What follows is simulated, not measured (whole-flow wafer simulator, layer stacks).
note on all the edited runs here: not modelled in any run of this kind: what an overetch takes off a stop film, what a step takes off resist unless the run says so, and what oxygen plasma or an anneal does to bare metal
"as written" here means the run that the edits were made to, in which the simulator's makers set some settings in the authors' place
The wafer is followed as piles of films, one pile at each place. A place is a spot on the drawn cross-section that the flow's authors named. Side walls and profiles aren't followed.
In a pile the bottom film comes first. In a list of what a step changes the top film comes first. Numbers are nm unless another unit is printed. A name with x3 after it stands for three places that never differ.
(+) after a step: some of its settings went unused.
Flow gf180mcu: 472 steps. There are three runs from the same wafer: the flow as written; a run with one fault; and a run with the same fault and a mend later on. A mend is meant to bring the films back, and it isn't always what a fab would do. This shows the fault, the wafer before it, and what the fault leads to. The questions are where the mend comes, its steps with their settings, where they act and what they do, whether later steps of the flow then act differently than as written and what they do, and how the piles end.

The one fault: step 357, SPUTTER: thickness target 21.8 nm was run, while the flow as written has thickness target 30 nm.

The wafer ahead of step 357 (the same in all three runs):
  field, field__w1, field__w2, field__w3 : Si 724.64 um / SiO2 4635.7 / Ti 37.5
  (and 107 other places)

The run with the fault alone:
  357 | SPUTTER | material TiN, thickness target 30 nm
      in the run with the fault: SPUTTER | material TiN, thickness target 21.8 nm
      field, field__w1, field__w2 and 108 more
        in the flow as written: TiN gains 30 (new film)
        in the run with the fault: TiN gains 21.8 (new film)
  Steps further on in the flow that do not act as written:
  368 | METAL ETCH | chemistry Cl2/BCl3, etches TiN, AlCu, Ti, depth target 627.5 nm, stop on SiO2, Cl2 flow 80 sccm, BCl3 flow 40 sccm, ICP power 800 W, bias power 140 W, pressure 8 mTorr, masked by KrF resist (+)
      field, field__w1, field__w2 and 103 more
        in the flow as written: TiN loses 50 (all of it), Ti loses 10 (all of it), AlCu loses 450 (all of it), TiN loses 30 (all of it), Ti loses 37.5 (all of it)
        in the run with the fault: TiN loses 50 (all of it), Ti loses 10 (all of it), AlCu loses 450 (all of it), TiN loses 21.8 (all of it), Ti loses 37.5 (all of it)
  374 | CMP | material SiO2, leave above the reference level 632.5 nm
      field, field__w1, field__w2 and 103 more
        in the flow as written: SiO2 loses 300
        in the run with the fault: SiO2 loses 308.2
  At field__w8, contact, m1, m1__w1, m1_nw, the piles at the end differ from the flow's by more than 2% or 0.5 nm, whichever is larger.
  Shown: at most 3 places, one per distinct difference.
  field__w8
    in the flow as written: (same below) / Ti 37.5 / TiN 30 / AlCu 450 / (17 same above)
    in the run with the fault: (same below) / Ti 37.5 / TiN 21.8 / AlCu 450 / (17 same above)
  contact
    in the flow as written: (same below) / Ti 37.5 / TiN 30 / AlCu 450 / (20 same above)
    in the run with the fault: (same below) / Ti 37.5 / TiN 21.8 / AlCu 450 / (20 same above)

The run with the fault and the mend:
  After step 357 comes the mend.
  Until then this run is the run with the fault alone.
  357a | SPUTTER | material TiN, thickness target 8.2 nm (a further turn of the flow's step 357, with different settings)
      field, field__w1, field__w2 and 108 more
        TiN gains 8.2
  Every later step of the flow that is run acts as written at every place that is followed.
  By the end, the piles equal the flow's at every place that both follow.
